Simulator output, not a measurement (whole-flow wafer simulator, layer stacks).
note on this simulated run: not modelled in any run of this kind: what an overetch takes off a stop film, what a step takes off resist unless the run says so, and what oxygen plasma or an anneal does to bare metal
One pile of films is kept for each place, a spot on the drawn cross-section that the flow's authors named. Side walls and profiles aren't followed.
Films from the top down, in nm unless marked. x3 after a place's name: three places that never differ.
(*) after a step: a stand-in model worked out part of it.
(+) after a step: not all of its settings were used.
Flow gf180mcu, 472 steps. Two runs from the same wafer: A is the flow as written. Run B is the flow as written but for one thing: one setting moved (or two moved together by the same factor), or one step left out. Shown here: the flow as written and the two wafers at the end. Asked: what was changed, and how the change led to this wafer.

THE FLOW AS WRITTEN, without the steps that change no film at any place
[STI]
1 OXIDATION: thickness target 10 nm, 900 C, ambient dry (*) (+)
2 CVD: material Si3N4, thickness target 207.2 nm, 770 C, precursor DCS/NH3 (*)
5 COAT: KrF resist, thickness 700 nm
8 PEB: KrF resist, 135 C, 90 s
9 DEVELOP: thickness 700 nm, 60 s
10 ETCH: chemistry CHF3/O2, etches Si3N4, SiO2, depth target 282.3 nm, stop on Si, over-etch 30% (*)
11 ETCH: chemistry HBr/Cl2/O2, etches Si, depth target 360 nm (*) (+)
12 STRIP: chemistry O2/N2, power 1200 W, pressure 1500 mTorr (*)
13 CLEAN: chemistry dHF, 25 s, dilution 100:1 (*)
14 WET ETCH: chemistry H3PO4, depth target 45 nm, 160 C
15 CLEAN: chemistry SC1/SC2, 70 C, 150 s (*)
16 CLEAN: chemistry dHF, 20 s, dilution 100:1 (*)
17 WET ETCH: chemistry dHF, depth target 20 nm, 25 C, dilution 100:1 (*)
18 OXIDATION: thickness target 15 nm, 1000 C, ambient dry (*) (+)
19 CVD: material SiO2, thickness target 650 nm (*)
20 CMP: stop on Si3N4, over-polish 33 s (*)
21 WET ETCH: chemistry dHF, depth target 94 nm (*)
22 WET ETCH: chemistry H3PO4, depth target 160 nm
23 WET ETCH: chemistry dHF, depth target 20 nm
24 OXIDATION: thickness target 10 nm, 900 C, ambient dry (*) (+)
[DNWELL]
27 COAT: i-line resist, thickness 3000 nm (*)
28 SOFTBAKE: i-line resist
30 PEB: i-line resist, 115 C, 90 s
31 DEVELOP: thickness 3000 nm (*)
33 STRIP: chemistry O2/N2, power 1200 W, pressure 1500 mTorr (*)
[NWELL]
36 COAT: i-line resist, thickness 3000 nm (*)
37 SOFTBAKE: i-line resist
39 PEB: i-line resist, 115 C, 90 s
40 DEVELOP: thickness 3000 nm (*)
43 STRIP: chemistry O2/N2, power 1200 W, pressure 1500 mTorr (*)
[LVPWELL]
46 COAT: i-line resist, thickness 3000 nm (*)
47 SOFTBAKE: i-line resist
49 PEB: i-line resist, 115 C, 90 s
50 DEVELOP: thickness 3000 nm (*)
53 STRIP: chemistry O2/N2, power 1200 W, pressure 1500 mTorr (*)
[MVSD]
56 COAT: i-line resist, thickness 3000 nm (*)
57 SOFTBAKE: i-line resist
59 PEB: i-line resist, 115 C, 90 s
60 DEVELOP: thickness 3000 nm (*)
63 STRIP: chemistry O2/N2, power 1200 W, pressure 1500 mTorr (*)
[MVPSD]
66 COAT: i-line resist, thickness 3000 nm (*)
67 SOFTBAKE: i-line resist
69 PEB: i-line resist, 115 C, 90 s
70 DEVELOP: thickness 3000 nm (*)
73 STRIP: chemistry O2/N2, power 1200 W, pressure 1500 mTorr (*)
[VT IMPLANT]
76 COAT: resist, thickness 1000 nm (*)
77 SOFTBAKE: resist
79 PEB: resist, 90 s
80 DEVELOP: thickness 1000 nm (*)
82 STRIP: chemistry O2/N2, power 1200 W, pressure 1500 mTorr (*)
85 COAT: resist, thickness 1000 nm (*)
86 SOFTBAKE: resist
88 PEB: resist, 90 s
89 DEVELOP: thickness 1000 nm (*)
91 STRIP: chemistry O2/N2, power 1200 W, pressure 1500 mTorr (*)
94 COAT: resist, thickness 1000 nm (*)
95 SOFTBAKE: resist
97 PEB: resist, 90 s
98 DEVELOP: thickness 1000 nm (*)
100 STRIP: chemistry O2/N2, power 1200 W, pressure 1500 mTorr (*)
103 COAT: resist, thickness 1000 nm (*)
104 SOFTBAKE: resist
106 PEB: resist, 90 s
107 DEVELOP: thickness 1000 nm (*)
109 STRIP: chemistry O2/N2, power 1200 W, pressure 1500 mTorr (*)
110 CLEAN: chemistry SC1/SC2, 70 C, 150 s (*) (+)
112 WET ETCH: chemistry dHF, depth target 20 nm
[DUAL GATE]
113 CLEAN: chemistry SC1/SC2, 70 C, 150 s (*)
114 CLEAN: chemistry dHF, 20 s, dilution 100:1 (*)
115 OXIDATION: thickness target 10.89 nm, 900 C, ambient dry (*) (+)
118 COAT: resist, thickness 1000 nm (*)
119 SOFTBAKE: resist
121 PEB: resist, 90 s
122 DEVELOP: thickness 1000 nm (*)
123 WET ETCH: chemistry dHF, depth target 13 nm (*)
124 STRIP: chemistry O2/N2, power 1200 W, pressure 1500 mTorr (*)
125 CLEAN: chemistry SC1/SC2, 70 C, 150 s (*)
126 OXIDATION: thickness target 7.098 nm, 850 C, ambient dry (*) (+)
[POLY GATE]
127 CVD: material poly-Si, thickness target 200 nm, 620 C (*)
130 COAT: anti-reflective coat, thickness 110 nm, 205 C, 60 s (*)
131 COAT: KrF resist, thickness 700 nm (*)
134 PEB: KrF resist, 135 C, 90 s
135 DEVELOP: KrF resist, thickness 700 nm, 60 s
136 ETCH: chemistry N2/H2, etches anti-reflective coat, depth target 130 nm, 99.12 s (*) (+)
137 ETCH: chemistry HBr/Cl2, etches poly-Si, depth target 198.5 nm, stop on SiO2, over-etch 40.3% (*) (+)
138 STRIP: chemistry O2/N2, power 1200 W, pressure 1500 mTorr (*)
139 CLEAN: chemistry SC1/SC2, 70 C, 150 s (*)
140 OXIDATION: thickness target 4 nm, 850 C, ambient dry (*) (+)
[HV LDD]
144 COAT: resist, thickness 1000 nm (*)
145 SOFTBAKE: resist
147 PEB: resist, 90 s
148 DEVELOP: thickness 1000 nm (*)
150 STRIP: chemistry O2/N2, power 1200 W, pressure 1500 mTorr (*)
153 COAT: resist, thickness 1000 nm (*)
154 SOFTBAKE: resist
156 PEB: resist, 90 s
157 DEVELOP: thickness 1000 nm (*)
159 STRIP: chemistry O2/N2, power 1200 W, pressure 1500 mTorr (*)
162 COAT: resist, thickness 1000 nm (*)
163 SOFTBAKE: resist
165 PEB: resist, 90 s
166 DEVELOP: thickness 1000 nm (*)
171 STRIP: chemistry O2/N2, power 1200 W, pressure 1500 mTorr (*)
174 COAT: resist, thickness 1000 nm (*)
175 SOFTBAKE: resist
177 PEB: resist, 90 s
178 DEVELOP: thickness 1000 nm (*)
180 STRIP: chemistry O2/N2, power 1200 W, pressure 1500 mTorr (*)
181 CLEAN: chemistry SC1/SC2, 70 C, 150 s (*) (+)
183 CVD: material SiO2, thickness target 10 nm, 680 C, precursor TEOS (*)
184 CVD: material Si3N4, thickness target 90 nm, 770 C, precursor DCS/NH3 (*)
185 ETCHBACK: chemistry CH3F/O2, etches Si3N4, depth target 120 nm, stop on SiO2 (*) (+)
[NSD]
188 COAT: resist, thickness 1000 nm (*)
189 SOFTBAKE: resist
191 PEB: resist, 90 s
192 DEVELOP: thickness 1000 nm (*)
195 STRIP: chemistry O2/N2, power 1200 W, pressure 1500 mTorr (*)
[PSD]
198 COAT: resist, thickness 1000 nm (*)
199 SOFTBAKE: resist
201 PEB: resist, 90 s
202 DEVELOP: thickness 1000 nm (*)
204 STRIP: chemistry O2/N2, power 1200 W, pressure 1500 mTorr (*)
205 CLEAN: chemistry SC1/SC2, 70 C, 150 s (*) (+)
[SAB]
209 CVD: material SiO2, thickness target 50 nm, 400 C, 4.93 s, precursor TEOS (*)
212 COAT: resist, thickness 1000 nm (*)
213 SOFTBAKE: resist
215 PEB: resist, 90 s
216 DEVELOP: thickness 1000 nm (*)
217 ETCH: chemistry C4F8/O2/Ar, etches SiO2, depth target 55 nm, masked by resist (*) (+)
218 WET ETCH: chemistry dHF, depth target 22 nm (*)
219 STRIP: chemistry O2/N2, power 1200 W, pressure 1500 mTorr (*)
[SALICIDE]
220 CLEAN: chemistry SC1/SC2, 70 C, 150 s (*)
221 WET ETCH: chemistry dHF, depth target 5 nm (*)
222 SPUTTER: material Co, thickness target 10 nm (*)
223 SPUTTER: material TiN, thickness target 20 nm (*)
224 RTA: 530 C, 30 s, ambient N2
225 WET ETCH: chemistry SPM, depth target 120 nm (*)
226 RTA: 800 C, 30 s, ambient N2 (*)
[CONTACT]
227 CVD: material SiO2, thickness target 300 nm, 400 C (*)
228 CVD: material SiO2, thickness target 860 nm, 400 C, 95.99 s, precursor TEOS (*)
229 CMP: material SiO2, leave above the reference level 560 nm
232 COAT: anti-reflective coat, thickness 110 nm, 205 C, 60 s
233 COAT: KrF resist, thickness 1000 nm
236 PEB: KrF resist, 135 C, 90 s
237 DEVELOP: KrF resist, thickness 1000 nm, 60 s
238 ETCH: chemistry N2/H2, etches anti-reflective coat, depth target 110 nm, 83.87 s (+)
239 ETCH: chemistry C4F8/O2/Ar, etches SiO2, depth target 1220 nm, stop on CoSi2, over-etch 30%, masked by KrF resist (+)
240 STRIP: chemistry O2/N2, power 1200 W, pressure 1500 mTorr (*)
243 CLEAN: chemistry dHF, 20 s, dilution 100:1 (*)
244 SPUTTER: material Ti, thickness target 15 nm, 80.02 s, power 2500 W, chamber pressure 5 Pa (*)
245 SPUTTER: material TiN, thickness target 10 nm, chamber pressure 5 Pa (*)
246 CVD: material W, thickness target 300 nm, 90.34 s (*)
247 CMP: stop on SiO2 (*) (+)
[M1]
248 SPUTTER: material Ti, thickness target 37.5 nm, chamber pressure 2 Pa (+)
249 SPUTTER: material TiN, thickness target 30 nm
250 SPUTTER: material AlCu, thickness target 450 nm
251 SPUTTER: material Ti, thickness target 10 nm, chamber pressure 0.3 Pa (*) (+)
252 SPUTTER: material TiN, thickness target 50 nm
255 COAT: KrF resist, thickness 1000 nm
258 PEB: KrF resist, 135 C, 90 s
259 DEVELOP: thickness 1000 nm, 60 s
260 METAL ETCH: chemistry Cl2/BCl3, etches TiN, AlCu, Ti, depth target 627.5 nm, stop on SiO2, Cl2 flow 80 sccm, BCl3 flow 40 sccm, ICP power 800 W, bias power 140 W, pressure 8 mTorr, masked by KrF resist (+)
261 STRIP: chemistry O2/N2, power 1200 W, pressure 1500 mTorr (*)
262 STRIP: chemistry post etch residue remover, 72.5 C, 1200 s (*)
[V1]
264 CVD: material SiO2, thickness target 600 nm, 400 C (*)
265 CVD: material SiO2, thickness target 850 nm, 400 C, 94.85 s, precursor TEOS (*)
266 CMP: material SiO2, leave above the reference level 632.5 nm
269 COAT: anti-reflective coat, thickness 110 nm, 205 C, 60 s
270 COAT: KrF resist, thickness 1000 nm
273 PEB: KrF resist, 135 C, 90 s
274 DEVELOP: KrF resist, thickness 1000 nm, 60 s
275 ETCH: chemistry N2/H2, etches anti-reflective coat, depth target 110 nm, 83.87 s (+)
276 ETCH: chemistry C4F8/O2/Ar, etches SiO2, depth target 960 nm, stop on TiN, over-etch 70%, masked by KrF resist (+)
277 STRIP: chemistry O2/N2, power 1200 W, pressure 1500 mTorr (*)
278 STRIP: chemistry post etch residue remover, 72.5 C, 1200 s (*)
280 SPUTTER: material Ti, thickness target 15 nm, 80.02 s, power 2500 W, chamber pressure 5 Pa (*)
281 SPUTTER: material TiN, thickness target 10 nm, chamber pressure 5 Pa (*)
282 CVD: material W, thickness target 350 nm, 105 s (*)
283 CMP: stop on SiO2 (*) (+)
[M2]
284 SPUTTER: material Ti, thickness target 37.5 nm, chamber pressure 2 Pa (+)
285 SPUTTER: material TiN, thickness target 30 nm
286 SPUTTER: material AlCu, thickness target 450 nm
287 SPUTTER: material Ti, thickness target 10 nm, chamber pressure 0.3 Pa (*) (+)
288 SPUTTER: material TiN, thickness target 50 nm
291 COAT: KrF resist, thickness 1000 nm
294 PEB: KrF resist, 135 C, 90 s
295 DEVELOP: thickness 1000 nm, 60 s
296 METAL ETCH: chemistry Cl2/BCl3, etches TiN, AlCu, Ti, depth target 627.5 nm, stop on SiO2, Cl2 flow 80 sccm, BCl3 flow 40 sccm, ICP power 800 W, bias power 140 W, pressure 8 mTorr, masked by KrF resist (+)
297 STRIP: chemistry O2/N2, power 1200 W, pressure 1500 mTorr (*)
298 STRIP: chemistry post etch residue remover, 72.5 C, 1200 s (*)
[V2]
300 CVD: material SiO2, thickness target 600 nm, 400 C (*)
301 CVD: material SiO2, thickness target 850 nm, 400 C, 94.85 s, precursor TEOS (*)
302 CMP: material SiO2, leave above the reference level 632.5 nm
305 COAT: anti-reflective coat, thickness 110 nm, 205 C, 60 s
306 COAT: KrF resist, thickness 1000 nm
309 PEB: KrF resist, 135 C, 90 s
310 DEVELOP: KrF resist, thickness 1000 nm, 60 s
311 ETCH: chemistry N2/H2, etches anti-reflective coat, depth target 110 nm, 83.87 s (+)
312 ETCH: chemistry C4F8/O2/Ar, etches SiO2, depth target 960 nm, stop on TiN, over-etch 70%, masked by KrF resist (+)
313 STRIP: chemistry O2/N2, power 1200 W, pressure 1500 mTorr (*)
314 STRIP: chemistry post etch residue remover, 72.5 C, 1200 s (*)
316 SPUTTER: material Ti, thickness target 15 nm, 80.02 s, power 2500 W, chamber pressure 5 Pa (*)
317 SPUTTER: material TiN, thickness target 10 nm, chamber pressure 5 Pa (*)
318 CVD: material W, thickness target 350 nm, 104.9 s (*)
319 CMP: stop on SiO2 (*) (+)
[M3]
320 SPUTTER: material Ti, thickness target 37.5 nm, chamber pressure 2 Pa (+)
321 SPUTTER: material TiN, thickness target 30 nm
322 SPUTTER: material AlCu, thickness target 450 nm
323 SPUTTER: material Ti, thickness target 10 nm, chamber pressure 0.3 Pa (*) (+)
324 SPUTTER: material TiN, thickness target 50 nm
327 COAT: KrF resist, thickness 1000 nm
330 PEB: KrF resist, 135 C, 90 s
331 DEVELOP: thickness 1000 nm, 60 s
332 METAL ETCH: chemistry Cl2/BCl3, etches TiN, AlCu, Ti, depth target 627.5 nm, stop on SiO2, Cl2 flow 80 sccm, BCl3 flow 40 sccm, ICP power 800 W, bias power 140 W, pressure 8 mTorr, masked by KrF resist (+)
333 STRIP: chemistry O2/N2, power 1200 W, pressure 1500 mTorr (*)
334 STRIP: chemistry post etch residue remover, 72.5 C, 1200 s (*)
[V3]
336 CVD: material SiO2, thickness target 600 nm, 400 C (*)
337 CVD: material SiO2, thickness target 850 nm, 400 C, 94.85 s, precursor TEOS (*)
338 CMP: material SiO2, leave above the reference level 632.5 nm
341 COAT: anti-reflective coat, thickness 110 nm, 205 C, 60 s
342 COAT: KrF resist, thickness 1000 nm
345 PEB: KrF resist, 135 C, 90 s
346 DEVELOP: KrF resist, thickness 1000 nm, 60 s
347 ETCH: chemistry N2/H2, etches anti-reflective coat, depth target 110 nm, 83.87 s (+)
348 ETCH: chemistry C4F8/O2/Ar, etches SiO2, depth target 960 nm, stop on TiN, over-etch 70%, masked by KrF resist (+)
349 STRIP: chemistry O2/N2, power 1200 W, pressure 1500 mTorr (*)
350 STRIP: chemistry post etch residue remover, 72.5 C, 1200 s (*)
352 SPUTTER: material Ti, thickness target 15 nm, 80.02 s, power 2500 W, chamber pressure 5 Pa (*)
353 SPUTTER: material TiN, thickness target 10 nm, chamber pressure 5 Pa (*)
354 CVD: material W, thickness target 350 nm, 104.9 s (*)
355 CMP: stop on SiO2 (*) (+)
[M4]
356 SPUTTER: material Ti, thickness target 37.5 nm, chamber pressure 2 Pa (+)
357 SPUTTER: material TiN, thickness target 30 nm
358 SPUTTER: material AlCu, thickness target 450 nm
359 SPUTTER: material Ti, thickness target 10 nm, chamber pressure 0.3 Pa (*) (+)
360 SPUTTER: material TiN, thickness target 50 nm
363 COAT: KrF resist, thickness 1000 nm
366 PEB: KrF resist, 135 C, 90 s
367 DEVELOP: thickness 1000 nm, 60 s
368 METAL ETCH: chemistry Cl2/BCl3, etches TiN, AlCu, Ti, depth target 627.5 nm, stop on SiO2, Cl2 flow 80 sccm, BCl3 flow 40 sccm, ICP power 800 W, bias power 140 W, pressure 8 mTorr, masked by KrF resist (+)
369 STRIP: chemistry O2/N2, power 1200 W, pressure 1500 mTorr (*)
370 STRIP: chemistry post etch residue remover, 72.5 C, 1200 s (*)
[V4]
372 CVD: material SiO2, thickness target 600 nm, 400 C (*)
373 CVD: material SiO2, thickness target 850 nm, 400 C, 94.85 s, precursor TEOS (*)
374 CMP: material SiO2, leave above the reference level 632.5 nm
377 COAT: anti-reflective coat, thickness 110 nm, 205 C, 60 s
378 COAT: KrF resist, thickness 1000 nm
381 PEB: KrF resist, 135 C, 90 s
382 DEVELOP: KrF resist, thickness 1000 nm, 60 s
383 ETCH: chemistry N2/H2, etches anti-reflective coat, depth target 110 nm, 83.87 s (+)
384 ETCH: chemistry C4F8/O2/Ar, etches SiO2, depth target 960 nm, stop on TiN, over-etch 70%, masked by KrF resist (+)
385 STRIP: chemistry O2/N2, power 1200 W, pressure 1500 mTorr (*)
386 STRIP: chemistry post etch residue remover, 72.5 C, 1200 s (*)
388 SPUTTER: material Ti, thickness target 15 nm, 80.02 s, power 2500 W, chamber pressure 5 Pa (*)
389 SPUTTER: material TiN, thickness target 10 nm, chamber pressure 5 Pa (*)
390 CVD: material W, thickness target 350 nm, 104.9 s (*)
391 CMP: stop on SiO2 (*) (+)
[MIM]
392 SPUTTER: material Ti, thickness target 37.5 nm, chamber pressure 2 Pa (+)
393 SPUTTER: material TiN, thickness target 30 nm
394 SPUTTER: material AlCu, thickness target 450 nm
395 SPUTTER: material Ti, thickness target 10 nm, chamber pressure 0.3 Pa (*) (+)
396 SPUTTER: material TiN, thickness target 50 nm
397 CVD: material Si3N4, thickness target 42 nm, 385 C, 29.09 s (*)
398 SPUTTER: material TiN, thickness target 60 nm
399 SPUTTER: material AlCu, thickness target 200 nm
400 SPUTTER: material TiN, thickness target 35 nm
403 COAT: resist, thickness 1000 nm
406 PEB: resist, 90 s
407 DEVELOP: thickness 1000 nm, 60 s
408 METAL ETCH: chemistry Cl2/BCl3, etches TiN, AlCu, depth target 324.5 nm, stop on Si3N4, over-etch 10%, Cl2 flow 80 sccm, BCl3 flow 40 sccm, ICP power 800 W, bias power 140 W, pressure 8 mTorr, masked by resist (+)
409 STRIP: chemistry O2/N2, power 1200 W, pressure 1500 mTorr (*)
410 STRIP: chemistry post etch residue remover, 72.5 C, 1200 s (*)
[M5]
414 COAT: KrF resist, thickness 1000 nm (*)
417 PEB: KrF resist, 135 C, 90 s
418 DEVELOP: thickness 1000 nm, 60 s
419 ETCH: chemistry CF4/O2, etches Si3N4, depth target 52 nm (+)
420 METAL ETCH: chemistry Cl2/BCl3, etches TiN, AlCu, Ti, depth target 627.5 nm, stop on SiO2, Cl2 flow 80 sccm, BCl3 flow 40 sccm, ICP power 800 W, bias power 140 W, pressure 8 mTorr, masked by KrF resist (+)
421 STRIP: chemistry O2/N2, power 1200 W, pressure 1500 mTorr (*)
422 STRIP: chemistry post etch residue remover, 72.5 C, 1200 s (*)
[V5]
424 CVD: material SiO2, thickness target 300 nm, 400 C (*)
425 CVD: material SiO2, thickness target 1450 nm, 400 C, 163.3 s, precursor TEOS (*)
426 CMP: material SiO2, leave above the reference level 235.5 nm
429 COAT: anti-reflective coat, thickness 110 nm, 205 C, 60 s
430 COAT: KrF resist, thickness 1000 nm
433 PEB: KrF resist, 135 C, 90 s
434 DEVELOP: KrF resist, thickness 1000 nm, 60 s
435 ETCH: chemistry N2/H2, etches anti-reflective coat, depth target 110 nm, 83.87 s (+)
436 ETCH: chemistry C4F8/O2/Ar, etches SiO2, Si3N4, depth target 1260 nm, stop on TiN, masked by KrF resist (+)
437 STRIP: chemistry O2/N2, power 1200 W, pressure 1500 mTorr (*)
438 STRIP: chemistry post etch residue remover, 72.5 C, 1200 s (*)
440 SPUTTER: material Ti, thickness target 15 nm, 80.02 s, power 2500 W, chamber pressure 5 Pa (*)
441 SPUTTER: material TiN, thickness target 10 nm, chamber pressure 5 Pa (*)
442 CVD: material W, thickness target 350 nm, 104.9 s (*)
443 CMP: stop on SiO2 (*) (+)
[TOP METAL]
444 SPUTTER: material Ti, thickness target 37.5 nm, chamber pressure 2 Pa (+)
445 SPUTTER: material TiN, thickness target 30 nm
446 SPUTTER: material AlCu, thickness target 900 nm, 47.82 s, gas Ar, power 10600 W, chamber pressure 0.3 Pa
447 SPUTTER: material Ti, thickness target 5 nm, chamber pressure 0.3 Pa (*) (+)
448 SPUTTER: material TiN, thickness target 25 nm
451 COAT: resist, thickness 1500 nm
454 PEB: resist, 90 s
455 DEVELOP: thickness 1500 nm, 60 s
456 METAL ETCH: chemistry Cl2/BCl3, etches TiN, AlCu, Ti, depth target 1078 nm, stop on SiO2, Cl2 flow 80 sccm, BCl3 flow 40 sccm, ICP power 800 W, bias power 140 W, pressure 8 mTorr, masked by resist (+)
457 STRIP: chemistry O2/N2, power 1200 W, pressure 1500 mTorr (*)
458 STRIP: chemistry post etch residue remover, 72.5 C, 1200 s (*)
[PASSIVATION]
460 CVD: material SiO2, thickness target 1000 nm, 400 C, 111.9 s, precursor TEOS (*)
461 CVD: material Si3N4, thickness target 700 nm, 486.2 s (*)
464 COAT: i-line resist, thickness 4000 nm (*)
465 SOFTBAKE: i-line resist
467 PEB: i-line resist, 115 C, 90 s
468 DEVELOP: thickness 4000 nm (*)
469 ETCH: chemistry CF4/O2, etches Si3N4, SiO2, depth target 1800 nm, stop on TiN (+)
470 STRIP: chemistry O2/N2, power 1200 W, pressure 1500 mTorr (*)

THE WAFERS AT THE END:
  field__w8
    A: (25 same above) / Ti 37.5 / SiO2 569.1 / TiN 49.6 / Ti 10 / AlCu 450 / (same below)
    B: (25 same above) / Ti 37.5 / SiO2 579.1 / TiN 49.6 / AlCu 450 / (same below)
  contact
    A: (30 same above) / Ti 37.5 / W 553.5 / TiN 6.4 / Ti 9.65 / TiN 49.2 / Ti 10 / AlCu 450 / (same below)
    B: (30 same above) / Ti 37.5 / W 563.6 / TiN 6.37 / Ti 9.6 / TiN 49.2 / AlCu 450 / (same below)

The cause: step 287, SPUTTER: material Ti, thickness target 10 nm, chamber pressure 0.3 Pa (*) (+), was left out.

How the change led to this, step by step:
  296 METAL ETCH: chemistry Cl2/BCl3, etches TiN, AlCu, Ti, depth target 627.5 nm, stop on SiO2, Cl2 flow 80 sccm, BCl3 flow 40 sccm, ICP power 800 W, bias power 140 W, pressure 8 mTorr, masked by KrF resist (+)
      field, field__w1, field__w2 and 103 more: A TiN -50 (all of it), Ti -10 (all of it), AlCu -450 (all of it), TiN -30 (all of it), Ti -37.5 (all of it) | B TiN -50 (all of it), AlCu -450 (all of it), TiN -30 (all of it), Ti -37.5 (all of it)
